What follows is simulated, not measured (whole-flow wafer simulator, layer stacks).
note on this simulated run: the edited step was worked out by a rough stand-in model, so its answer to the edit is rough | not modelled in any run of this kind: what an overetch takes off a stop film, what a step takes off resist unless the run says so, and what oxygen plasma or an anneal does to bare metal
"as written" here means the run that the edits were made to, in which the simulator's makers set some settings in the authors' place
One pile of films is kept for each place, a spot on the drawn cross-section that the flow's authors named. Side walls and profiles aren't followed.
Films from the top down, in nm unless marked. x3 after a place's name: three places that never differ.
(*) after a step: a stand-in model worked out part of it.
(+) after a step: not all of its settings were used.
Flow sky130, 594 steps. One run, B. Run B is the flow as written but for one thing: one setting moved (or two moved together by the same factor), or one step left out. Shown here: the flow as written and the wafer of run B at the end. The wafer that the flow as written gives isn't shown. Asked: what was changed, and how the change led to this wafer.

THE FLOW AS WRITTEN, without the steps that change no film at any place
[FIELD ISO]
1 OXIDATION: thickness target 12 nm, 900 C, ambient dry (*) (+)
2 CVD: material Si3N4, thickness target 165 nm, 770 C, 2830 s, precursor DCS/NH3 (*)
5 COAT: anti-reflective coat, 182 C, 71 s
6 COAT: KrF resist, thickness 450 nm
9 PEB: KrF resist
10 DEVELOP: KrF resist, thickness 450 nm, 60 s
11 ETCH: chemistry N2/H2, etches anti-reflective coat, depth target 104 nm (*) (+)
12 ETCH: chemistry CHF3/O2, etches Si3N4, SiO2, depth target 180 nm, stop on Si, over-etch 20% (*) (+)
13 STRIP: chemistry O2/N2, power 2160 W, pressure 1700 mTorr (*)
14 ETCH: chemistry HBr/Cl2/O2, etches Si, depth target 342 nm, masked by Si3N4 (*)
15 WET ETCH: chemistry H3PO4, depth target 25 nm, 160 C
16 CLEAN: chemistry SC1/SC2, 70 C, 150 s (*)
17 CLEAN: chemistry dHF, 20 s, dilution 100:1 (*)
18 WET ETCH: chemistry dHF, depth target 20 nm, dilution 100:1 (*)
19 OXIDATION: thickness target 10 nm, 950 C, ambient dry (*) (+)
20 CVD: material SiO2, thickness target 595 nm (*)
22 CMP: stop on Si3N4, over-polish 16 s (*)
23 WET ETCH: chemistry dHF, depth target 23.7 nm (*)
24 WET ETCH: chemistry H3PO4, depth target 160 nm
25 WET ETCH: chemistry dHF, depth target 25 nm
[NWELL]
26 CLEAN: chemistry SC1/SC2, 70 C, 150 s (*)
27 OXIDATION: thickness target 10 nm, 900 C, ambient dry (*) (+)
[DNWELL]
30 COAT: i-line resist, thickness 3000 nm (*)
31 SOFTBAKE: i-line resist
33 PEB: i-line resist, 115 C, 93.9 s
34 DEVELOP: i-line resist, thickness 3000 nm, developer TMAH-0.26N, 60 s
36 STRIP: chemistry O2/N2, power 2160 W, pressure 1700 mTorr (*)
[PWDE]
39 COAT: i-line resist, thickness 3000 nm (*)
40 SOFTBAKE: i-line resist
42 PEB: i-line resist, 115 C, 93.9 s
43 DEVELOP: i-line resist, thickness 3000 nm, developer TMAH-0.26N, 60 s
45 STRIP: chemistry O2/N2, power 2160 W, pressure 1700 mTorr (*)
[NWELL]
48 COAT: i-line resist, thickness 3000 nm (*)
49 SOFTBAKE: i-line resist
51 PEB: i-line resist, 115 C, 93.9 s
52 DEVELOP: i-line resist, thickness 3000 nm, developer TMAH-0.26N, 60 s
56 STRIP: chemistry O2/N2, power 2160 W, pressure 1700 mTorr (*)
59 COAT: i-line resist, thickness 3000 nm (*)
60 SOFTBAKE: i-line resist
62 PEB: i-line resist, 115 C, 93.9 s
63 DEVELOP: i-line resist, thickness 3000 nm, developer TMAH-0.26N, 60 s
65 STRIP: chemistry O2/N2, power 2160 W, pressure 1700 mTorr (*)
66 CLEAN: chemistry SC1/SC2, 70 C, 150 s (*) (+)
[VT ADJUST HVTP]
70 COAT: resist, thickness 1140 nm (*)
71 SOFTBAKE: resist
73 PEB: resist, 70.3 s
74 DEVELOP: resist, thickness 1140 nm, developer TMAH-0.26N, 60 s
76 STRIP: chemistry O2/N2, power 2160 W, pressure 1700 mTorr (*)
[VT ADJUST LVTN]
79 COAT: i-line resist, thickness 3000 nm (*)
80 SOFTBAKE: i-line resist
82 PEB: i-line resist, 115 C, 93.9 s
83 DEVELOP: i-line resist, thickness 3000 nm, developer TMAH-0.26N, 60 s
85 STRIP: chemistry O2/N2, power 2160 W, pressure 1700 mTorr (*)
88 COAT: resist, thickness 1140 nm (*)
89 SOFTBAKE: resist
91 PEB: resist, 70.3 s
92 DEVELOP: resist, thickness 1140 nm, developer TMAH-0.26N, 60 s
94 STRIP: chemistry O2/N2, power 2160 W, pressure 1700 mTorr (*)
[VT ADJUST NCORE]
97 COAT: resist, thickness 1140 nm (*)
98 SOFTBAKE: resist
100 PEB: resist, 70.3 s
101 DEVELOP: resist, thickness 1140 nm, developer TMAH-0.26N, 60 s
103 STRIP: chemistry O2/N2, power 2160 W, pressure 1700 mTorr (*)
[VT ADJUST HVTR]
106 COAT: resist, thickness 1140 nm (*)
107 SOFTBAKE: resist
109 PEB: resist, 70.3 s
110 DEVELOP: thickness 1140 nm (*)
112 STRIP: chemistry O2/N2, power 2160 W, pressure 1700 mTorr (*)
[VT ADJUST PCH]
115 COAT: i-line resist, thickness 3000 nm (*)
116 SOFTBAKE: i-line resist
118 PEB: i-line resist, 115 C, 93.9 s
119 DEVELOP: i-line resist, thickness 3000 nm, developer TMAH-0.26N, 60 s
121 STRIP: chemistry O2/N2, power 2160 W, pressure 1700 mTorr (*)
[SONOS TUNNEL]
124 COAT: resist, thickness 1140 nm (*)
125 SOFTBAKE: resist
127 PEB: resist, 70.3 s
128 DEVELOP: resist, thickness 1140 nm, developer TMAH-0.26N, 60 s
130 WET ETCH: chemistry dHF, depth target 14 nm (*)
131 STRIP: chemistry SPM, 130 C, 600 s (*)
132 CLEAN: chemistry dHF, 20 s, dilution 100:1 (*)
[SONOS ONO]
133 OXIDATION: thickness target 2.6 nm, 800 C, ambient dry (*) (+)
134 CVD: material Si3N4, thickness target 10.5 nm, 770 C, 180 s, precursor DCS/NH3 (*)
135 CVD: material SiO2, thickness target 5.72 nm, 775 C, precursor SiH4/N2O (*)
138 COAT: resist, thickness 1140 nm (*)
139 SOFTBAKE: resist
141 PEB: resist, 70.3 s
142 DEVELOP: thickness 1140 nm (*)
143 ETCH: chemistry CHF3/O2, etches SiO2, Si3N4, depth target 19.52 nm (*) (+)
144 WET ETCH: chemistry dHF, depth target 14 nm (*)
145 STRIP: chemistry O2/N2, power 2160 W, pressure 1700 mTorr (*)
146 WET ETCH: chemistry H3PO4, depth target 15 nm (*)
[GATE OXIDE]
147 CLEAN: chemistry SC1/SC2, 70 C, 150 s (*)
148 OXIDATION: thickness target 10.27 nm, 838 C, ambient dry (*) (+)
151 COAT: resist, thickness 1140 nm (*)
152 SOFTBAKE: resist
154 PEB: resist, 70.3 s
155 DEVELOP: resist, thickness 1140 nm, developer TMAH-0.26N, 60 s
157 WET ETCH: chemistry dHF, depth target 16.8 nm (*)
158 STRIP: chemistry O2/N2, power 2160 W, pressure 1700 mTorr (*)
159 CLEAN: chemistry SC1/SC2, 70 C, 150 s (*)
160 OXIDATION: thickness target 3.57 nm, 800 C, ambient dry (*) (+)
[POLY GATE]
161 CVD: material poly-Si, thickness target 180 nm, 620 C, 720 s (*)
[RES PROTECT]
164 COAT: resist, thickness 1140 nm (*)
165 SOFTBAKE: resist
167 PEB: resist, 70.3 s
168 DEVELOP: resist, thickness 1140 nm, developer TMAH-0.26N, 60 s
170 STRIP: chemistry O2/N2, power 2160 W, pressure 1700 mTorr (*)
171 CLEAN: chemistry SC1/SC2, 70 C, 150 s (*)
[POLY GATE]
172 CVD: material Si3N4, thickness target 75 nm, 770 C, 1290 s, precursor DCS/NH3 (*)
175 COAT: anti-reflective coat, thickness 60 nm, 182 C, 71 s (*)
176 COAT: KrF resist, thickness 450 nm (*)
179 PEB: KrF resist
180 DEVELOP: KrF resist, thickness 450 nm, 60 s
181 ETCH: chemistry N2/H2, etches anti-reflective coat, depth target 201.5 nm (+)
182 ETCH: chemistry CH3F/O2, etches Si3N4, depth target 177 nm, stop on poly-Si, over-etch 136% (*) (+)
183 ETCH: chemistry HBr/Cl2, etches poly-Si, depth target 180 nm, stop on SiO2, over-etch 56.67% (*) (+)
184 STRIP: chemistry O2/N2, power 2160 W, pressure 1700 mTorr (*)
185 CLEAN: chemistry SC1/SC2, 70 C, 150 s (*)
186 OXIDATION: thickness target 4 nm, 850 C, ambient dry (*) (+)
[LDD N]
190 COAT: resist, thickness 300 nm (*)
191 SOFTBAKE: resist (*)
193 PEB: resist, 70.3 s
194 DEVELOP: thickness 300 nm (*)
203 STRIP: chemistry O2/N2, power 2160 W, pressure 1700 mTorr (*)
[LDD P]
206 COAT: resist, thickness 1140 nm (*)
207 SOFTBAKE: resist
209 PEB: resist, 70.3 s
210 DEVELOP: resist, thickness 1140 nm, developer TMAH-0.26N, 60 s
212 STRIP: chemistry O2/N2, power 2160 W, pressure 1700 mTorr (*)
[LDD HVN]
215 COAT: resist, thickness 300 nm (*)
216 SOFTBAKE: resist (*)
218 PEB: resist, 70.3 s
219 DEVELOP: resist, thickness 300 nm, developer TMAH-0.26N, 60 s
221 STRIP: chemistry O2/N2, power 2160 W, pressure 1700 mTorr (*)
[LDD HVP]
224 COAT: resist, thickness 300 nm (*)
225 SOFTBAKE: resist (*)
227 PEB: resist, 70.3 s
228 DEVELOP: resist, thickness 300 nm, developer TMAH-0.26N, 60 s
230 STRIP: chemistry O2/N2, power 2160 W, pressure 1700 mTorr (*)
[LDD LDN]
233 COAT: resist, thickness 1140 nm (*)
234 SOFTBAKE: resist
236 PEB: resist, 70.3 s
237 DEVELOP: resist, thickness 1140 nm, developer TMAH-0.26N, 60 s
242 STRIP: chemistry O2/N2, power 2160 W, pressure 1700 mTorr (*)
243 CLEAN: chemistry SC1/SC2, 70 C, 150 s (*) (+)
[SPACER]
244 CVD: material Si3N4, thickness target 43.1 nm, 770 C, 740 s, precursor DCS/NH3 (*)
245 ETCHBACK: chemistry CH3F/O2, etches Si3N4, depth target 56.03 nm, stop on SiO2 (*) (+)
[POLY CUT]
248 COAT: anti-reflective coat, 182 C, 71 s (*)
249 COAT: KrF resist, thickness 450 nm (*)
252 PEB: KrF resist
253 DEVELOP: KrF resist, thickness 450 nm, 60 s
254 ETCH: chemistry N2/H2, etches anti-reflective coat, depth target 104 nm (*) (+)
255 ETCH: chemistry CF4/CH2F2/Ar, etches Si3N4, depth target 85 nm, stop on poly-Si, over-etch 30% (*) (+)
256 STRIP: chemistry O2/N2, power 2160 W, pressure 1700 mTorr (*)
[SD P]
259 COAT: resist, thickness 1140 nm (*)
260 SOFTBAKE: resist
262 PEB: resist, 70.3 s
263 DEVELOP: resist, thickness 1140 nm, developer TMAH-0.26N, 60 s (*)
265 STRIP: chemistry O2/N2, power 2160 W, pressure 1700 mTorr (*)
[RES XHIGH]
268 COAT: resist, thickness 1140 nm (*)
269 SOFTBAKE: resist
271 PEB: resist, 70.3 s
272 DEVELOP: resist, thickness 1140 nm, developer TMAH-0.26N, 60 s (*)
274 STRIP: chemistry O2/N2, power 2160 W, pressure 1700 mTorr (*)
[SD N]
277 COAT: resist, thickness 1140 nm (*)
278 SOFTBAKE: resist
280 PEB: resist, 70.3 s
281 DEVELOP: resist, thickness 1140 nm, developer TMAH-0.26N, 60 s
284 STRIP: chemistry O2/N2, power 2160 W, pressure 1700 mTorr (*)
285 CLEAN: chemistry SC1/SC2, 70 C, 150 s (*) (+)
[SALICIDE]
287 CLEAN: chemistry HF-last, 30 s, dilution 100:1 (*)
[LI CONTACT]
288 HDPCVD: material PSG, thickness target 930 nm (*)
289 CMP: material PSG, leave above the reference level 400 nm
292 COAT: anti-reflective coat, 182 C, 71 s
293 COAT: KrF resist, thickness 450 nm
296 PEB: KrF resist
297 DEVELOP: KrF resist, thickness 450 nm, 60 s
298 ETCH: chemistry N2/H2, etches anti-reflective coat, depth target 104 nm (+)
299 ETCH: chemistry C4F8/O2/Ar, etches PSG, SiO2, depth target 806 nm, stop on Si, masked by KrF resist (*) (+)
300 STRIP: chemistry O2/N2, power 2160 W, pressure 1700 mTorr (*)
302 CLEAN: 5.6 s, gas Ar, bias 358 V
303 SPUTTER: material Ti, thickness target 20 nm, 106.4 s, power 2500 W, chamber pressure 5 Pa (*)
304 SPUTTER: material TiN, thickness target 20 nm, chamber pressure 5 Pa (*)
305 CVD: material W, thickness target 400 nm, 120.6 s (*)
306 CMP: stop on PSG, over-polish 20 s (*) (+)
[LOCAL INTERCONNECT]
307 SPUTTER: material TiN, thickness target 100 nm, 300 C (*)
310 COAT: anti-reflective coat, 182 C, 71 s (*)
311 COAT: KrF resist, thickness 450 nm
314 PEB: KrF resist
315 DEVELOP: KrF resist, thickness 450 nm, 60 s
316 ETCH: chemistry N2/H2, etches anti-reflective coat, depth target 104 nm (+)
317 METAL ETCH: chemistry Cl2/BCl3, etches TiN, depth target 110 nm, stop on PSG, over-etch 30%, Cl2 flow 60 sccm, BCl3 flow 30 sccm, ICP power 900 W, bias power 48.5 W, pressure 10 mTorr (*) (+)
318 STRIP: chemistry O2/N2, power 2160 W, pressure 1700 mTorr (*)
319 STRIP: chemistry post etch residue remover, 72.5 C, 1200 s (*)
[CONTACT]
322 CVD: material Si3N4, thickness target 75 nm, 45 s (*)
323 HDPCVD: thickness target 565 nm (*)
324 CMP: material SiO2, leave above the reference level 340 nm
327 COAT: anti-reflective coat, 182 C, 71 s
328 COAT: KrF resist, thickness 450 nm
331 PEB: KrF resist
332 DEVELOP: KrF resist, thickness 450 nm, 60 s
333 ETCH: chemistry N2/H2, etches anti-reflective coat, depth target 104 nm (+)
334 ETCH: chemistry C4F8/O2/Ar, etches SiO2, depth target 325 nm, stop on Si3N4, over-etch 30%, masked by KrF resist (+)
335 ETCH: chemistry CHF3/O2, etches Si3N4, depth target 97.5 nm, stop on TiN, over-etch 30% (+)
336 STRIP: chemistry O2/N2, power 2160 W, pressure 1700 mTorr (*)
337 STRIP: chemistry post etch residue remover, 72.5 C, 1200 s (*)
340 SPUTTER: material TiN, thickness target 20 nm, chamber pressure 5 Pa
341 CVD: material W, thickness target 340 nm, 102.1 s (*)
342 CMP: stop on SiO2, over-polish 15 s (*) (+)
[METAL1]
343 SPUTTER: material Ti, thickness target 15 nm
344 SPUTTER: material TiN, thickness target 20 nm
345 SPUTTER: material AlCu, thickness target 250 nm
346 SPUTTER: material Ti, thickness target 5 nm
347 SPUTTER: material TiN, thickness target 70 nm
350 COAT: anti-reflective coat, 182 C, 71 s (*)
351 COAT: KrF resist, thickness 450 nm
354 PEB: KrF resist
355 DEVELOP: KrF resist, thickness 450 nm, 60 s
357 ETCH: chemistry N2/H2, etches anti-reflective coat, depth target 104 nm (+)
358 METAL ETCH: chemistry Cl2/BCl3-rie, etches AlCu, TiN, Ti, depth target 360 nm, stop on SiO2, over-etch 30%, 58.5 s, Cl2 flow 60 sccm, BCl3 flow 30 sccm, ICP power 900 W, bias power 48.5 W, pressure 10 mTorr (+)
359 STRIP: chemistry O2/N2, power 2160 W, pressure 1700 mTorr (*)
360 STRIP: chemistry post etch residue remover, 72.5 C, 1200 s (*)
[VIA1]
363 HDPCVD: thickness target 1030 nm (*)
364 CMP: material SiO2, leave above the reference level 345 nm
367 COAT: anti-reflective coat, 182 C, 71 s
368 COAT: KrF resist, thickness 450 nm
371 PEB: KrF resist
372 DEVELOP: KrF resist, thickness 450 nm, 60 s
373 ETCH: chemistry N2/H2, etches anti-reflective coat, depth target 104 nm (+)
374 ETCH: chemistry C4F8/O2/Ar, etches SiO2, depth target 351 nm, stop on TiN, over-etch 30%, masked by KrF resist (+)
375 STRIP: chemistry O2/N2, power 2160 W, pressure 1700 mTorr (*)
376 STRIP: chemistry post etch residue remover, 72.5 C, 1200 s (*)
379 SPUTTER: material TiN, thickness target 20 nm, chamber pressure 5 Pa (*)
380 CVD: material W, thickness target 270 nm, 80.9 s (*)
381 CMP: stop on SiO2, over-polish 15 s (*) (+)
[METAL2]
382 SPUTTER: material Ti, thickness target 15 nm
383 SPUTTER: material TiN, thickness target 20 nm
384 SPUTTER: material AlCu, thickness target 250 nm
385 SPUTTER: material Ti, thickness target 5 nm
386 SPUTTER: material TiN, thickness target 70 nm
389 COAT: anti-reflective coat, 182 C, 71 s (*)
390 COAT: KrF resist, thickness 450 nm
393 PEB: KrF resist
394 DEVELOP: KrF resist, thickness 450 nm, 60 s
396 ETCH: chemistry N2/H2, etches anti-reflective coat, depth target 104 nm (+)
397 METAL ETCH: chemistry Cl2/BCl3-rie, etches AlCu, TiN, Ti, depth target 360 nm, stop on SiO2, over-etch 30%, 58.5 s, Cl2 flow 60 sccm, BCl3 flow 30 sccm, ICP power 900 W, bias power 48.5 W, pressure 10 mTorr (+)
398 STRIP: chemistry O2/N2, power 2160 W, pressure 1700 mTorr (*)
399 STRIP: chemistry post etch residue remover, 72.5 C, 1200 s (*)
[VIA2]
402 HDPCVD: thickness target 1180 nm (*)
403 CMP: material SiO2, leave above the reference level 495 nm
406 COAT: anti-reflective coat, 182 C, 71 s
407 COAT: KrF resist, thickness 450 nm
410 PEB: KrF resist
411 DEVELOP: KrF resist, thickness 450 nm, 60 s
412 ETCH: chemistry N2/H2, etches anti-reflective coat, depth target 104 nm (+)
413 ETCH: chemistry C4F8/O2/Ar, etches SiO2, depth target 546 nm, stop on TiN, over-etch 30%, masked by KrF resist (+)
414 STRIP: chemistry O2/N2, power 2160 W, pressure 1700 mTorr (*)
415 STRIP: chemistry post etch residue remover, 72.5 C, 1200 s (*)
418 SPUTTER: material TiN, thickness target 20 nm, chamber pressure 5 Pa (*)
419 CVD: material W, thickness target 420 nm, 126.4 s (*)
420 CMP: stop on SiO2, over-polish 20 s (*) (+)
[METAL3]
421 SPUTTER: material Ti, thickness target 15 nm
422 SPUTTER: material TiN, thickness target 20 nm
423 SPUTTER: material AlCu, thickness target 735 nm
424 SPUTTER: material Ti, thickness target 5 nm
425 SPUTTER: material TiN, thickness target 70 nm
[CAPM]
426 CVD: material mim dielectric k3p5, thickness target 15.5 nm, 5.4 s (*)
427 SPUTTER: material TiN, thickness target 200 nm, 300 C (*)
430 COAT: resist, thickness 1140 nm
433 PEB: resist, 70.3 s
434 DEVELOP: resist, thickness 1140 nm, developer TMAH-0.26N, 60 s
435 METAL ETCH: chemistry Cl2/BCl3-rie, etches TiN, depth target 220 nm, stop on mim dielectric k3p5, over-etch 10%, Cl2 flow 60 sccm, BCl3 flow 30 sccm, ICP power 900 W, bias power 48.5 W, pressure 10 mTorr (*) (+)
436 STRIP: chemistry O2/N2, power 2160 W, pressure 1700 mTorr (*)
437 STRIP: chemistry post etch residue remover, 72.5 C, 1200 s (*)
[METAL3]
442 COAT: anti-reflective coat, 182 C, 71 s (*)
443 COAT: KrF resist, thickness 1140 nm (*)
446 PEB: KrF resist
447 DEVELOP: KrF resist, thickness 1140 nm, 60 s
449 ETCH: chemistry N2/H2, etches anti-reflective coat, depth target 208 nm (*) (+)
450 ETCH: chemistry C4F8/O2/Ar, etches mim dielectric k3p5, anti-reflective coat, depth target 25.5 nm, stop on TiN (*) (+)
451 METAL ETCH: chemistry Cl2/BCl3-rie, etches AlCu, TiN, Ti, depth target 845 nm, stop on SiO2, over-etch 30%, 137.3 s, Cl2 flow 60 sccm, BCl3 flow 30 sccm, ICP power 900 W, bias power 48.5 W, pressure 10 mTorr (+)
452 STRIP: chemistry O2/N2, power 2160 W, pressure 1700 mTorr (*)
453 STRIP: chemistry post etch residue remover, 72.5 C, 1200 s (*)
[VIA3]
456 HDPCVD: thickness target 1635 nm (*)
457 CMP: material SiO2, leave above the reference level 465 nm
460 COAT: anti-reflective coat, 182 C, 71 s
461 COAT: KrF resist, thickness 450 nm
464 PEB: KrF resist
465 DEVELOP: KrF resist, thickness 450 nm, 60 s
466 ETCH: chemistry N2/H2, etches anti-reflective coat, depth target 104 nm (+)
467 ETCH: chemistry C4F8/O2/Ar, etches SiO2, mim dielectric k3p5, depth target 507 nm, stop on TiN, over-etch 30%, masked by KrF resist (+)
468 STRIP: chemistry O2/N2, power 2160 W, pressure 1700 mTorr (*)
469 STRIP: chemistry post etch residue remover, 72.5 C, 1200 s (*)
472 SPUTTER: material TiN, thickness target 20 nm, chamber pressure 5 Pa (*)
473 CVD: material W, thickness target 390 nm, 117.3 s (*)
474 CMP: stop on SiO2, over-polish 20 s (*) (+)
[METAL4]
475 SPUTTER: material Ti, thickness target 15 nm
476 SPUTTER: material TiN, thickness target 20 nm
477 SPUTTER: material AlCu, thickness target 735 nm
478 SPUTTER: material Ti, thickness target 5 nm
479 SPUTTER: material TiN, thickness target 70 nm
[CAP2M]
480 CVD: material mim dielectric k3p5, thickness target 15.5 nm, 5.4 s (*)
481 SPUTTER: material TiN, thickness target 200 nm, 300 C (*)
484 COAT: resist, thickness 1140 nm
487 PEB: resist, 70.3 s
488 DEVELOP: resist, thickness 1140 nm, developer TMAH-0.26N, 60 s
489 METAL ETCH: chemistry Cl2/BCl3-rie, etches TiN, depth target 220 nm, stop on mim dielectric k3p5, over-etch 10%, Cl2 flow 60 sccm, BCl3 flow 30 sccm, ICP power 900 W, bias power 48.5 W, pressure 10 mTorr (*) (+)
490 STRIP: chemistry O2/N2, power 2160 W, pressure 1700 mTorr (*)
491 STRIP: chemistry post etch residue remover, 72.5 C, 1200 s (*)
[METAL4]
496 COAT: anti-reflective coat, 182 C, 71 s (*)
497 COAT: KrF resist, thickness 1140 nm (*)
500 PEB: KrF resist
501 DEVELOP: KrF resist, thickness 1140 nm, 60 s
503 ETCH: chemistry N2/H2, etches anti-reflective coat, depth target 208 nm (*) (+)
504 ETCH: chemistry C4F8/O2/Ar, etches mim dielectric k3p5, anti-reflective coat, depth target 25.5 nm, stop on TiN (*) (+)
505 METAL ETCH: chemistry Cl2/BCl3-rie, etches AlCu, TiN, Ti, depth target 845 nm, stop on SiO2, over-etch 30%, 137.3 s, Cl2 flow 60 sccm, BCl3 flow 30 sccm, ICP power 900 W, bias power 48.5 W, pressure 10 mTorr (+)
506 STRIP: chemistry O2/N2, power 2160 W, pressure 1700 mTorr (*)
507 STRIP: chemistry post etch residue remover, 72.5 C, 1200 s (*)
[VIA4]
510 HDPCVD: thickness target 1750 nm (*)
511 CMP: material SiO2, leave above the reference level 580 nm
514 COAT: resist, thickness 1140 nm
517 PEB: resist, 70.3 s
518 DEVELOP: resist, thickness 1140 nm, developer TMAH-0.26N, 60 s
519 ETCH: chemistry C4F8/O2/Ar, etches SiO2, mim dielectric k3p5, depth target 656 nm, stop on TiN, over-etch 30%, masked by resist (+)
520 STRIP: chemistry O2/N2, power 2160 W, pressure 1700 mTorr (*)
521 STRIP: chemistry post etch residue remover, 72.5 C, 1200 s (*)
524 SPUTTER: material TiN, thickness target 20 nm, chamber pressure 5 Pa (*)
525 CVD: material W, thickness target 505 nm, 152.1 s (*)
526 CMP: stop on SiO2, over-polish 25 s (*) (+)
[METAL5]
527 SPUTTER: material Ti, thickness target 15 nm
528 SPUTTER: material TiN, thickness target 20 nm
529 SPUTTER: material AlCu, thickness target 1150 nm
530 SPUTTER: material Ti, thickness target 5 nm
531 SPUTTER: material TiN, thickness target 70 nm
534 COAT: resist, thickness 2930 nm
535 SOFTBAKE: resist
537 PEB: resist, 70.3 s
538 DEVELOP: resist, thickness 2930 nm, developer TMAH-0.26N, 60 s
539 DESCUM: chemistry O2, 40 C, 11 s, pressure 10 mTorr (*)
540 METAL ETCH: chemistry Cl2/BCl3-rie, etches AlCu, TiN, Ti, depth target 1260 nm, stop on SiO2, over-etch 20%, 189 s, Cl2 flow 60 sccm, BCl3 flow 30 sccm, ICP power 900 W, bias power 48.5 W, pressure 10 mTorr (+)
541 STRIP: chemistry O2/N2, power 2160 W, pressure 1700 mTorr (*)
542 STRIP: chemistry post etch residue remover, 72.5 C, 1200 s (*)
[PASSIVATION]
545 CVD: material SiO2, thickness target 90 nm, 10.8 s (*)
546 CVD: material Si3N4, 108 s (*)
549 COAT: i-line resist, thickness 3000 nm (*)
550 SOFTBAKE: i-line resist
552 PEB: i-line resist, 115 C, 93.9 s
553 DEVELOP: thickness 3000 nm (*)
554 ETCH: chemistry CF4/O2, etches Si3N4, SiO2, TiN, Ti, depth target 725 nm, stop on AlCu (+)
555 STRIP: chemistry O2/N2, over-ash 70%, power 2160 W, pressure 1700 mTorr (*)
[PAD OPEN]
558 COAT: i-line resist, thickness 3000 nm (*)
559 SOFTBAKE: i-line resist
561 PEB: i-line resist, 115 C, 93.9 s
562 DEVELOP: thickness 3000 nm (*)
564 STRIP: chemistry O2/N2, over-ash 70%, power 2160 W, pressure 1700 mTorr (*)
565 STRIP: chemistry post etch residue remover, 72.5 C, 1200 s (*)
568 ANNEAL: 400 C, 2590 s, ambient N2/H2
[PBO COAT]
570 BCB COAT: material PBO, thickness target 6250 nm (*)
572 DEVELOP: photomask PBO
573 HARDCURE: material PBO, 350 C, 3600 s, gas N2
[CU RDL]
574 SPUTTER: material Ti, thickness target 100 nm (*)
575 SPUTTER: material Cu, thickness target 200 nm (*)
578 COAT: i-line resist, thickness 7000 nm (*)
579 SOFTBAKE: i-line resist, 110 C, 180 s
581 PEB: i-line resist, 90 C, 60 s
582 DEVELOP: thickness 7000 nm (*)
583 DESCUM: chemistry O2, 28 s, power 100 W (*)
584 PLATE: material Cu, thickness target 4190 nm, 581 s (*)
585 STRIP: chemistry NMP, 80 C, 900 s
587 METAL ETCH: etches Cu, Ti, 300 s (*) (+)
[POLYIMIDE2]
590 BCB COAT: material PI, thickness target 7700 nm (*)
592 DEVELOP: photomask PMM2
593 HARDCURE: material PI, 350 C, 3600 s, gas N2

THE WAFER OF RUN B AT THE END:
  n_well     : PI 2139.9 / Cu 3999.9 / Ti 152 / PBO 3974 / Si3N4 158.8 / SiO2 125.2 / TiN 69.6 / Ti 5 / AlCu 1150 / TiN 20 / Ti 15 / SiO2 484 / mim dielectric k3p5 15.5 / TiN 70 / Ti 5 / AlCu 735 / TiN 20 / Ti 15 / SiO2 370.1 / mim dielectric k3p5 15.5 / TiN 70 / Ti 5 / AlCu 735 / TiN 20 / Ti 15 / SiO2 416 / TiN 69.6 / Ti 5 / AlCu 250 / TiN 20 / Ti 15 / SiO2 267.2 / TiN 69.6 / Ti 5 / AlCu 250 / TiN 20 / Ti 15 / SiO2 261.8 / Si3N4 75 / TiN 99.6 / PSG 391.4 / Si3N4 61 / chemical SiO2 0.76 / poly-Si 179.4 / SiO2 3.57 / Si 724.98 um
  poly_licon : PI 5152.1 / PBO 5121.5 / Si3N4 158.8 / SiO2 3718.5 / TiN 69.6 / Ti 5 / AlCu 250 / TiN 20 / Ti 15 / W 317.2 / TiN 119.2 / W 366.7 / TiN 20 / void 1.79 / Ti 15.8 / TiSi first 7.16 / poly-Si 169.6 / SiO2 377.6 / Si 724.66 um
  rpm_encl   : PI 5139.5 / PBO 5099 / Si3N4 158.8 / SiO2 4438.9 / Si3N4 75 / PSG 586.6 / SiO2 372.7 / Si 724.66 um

The cause: step 574, SPUTTER: thickness target 152 nm was run, where the flow has thickness target 100 nm.
It can be read off the wafer: n_well has Ti 152, and step 574 as written asks for 100 nm.

How the change led to this, step by step:
  574 SPUTTER: material Ti, thickness target 100 nm (*)
      field, active, n_well and 190 more: Ti +152 (new film) (as written it would be: Ti +100 (new film))
  587 METAL ETCH: etches Cu, Ti, 300 s (*) (+)
      field, active, gate and 167 more: Cu -200 (all of it), Ti -152 (all of it) (as written it would be: Cu -200 (all of it), Ti -100 (all of it))
  590 BCB COAT: material PI, thickness target 7700 nm (*)
      de16_gate_nw: PI +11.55 um (new film) (as written it would be: PI +11.5 um (new film))
